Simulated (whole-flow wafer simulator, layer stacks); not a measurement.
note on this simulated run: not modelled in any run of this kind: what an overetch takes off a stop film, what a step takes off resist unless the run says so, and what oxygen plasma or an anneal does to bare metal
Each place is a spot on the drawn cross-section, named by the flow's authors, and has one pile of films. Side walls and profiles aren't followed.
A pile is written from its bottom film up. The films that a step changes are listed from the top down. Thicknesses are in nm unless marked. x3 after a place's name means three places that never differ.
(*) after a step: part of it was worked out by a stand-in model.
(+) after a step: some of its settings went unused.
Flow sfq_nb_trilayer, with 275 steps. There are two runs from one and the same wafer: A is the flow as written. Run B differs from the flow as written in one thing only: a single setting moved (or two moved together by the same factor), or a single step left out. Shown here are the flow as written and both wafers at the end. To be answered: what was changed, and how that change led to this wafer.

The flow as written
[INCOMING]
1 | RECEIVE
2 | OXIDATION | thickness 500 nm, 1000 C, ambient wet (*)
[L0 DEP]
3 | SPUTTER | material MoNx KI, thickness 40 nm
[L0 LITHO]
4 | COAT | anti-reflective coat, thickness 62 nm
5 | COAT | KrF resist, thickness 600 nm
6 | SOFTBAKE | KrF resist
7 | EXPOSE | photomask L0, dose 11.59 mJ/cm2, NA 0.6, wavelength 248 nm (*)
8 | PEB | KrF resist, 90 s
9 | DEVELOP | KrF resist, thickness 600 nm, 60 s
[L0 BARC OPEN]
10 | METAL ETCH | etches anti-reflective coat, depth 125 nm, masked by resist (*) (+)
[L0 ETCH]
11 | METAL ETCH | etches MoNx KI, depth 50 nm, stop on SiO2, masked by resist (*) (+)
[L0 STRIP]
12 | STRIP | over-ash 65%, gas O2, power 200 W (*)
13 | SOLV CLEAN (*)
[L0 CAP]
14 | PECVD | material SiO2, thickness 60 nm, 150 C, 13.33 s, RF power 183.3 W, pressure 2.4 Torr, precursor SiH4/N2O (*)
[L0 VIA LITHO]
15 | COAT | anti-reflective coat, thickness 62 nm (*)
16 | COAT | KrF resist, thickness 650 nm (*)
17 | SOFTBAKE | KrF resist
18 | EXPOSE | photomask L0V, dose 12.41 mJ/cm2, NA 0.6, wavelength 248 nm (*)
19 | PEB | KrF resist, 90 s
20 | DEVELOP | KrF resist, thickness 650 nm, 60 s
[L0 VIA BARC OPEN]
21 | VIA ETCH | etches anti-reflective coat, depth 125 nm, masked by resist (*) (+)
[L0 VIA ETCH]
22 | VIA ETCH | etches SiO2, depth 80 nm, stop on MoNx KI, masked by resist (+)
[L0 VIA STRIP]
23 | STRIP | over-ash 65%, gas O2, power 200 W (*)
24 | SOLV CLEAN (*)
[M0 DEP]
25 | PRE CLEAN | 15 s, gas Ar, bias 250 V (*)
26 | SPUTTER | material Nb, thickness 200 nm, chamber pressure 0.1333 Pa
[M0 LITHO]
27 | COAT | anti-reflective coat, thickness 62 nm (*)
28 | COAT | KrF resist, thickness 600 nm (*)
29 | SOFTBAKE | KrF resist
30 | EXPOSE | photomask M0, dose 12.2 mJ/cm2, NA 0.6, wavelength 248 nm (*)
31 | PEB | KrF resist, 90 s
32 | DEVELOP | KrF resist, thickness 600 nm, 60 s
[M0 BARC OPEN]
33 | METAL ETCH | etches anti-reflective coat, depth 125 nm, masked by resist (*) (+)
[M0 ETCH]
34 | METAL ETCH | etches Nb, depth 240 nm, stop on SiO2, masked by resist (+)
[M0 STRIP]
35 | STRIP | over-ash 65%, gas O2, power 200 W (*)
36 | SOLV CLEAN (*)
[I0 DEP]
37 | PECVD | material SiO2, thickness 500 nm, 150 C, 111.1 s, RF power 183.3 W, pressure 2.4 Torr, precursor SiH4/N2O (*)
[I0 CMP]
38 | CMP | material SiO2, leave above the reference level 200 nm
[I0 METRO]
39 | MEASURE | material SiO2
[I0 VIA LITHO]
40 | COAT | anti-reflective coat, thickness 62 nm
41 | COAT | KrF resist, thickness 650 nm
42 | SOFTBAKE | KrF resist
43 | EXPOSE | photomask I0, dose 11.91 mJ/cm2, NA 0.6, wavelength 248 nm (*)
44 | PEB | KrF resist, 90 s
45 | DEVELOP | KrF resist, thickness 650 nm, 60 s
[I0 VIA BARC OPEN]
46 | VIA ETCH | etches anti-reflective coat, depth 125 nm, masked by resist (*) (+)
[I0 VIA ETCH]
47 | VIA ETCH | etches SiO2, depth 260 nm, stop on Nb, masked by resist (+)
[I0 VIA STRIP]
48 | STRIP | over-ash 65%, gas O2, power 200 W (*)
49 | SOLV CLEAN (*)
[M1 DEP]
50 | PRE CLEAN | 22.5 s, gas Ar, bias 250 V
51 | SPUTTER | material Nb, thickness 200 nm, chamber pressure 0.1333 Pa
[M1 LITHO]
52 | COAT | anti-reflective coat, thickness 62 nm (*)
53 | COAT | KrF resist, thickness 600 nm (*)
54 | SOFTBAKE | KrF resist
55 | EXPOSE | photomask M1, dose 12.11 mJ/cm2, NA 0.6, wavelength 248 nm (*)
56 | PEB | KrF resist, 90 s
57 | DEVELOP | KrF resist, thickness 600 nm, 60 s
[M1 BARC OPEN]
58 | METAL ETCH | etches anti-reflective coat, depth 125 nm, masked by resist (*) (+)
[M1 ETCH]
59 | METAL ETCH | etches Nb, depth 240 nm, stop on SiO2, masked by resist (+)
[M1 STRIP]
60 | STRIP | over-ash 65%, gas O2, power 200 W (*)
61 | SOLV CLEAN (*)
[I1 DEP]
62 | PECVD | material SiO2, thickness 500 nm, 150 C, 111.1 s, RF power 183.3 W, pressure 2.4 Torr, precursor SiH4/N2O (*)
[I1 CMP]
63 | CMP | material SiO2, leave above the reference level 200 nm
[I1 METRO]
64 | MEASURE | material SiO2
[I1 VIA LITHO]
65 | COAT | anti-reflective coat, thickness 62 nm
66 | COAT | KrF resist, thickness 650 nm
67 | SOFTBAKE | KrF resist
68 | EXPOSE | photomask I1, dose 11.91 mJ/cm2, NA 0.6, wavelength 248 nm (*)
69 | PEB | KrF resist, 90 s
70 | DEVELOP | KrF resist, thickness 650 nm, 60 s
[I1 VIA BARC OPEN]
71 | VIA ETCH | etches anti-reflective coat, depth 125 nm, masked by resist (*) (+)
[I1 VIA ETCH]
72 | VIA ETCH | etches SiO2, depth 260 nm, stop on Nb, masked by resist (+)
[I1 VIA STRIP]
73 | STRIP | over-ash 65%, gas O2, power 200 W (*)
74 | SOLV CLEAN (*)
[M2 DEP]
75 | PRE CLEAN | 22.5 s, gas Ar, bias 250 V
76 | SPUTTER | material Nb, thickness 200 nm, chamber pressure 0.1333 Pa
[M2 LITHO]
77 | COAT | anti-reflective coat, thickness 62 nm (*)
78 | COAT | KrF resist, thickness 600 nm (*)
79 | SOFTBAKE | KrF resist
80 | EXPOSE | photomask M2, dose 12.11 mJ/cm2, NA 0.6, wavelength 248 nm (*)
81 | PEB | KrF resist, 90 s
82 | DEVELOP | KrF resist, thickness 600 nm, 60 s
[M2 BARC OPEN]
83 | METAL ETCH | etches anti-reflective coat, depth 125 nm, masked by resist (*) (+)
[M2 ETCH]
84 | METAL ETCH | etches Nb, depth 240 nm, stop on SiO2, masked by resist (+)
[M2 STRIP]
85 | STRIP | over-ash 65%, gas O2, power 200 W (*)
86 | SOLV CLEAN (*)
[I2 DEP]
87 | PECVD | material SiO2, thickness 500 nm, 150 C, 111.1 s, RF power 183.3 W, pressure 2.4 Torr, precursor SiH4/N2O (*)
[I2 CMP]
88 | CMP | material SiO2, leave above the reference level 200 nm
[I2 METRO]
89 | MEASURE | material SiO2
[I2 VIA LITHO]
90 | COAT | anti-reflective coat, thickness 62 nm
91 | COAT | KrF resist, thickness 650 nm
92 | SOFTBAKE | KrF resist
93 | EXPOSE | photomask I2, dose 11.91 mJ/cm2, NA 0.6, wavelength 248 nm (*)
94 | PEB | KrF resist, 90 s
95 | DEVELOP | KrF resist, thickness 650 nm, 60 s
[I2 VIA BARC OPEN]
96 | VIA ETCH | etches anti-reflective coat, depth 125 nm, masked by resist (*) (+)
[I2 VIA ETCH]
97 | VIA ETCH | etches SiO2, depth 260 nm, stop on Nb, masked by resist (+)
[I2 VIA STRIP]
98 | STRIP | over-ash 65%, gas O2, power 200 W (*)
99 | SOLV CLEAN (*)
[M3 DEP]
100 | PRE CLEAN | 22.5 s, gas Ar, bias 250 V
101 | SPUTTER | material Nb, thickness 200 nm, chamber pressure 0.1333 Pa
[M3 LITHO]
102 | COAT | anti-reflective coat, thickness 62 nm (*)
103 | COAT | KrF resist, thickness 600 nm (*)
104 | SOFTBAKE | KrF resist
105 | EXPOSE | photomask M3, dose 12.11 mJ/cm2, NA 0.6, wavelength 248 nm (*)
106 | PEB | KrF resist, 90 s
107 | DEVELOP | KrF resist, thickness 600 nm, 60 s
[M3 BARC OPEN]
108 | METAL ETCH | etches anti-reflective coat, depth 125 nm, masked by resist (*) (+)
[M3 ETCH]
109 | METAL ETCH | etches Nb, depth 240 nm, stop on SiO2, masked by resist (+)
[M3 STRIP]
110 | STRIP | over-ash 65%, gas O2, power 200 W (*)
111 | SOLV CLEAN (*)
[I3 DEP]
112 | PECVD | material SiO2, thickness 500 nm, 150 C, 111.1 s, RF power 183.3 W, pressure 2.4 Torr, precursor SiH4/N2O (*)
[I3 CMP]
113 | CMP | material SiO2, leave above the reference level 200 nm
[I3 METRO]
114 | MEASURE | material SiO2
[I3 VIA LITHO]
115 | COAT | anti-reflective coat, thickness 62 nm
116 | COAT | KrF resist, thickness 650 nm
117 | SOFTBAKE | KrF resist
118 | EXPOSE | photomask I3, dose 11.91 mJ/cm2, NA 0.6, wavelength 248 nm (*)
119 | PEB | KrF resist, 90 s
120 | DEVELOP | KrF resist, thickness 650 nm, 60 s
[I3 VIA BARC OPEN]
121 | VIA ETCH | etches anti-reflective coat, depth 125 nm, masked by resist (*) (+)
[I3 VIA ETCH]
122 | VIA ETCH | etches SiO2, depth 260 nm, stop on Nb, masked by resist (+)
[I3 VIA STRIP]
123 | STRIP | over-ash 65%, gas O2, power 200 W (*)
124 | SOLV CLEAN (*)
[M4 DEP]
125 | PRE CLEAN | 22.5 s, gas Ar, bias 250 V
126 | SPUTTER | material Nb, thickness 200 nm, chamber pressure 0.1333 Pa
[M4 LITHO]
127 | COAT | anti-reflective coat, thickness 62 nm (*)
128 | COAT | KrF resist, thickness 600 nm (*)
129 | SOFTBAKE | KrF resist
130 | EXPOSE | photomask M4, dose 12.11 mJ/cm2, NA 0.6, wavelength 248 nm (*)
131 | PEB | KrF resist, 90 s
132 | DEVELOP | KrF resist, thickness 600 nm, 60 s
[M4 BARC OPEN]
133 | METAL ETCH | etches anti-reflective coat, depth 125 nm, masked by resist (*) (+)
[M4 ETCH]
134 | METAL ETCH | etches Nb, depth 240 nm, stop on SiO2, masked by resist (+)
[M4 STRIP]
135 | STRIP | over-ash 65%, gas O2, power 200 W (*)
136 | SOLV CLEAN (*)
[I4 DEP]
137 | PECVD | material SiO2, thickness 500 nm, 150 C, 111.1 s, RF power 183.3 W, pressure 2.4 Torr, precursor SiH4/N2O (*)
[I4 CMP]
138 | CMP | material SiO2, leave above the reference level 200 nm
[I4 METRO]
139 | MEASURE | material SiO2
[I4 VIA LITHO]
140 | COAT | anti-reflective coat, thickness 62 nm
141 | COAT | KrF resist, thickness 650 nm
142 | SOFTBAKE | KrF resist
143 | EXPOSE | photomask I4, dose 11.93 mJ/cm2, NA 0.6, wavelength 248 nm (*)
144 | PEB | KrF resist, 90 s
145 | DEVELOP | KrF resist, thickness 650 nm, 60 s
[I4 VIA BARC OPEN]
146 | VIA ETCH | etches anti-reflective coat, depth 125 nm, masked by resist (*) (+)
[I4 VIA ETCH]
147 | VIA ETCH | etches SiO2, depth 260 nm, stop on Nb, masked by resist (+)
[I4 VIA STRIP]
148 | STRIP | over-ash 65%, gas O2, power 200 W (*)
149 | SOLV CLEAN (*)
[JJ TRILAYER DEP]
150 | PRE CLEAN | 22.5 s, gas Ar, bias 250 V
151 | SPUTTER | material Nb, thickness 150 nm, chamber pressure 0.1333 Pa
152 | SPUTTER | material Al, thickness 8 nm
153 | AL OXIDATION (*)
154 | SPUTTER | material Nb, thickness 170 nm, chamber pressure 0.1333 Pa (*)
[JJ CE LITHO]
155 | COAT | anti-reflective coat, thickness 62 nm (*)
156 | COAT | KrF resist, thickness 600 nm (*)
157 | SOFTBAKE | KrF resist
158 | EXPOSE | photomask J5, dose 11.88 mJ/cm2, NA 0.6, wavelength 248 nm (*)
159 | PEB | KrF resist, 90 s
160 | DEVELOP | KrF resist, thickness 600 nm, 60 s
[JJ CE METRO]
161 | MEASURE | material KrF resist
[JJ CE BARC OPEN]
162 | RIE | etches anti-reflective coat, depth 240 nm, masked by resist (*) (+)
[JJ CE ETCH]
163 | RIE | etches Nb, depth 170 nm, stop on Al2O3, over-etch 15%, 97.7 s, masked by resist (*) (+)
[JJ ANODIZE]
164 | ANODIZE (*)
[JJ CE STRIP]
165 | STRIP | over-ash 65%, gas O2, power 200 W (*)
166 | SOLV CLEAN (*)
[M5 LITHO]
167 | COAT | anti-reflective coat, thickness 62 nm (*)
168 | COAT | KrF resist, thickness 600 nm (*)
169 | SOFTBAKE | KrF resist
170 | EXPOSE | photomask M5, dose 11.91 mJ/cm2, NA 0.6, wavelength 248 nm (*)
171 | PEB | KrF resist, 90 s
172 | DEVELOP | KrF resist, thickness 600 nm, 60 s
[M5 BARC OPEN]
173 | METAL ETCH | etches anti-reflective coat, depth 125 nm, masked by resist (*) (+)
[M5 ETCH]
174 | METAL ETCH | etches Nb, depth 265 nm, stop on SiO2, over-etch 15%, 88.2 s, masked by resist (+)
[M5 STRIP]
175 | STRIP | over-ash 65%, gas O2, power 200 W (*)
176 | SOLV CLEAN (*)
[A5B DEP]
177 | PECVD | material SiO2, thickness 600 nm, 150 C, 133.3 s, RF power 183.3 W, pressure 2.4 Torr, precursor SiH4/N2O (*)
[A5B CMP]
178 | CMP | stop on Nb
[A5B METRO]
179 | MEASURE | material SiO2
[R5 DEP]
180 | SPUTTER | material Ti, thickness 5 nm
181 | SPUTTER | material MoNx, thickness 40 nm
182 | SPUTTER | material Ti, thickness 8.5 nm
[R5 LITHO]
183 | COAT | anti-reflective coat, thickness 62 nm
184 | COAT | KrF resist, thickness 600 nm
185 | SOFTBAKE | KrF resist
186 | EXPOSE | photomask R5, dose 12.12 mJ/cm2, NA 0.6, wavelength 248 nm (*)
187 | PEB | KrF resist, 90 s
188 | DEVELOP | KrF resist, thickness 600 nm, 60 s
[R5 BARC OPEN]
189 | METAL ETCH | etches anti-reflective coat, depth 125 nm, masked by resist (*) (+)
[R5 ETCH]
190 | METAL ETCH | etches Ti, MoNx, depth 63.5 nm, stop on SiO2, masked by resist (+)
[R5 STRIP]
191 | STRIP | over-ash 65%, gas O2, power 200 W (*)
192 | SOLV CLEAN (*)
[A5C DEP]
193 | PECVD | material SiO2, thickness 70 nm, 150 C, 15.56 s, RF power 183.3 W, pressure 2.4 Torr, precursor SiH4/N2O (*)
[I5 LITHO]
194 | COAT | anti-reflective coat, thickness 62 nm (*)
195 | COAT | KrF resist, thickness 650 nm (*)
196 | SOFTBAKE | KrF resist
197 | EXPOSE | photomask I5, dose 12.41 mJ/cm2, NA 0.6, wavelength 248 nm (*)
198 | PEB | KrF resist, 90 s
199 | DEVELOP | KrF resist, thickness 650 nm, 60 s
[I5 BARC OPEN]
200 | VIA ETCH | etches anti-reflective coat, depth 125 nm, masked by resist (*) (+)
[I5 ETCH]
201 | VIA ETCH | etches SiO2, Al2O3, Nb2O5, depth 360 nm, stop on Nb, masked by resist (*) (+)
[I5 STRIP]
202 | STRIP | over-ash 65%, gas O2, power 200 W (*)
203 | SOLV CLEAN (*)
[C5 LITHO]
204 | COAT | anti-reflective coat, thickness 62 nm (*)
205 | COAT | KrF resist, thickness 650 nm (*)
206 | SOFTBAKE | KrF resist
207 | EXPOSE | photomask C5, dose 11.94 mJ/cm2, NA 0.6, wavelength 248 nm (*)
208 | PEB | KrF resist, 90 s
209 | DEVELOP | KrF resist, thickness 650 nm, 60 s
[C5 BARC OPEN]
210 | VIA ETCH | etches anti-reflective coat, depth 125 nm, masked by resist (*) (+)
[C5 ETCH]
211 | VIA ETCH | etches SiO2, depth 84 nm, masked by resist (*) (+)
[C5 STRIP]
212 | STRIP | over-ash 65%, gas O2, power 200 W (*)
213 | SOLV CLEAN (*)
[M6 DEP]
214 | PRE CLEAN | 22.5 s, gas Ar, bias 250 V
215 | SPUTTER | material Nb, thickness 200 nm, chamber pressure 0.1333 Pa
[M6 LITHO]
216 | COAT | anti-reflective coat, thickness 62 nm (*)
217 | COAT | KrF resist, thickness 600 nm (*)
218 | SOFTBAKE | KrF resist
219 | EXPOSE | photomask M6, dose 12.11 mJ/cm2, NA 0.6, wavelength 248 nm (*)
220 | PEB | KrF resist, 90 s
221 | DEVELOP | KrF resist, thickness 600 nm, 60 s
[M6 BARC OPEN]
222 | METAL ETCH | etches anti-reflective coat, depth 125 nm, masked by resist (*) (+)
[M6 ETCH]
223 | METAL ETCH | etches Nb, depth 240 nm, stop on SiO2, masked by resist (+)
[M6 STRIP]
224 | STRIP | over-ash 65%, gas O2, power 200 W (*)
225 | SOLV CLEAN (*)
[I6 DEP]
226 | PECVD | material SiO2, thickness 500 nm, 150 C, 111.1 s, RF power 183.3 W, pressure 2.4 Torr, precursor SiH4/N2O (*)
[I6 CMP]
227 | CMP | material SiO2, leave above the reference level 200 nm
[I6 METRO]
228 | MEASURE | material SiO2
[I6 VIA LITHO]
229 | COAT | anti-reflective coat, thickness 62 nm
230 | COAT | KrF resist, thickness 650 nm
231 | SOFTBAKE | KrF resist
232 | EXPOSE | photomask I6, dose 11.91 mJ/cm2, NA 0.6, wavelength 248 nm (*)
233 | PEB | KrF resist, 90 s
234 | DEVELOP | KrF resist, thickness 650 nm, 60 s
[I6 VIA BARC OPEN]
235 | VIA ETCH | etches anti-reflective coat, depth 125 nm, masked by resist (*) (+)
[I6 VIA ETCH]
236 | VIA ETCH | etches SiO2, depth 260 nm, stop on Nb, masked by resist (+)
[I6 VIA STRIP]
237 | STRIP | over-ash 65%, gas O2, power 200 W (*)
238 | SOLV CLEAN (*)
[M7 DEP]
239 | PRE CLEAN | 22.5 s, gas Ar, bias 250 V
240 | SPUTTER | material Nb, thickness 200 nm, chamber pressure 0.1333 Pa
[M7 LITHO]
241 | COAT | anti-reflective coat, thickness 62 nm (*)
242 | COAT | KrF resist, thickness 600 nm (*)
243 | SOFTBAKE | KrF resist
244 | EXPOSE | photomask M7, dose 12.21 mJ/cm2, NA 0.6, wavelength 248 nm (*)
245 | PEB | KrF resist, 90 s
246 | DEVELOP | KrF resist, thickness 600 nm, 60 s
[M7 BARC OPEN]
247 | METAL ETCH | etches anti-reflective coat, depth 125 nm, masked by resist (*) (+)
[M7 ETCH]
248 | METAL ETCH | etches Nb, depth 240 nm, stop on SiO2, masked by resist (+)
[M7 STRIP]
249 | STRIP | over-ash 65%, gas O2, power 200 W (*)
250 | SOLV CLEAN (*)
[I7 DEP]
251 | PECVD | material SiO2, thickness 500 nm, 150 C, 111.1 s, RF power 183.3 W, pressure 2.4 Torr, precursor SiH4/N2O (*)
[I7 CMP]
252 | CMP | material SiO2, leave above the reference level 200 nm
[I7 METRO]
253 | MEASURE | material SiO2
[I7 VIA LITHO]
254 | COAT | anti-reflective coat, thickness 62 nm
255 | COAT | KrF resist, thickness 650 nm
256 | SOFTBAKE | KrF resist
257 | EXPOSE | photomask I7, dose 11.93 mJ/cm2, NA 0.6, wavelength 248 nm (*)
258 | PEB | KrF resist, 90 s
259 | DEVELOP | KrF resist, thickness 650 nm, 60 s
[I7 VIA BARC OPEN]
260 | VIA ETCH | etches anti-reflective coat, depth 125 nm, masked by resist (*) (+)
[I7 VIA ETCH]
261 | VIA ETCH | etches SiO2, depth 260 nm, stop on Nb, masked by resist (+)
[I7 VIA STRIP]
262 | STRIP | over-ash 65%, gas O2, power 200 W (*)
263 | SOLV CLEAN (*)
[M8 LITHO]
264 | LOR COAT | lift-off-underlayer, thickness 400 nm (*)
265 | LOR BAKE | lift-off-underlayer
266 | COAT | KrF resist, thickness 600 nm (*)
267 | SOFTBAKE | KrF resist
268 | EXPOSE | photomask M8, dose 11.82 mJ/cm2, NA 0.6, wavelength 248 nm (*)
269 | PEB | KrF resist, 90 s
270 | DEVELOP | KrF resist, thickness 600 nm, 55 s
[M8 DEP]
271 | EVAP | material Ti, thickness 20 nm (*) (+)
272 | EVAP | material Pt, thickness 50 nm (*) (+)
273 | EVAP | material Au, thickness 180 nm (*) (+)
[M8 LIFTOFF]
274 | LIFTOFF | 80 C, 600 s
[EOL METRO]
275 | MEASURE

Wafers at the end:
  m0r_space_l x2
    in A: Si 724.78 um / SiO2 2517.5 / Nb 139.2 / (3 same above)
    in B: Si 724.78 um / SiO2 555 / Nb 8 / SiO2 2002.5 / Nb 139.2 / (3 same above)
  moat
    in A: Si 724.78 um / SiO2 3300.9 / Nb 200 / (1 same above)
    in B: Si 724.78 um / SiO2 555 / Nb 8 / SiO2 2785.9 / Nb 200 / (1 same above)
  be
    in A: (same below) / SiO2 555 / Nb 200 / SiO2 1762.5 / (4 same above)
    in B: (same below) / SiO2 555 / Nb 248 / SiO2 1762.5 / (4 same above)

What caused this: step 26, SPUTTER: thickness 248 nm was run, whereas the flow has thickness 200 nm.
The wafer itself shows it: be has Nb 248, and step 26 as written asks for 200 nm.

Step by step, how the change led to this:
  26 | SPUTTER | material Nb, thickness 200 nm, chamber pressure 0.1333 Pa
      field_l, v_sur, via_wl and 102 more: A +200 Nb (new film) | B +248 Nb (new film)
      l0v: A +195.7 Nb (new film) | B +243.8 Nb (new film)
  34 | METAL ETCH | etches Nb, depth 240 nm, stop on SiO2, masked by resist (+)
      moat, m0r_space_l x2: A -200 Nb (all of it) | B -240 Nb
  37 | PECVD | material SiO2, thickness 500 nm, 150 C, 111.1 s, RF power 183.3 W, pressure 2.4 Torr, precursor SiH4/N2O (*)
      moat, m0r_space_l x2: A +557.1 SiO2 | B +597.1 SiO2 (new film)
If metal films that touch count as one body, m0r_space_l x2 has 2 bodies (between them, from the top down: SiO2 2002.5); the flow as written gives 1 body.
If metal films that touch count as one body, moat has 2 bodies (between them, from the top down: SiO2 2785.9); the flow as written gives 1 body.
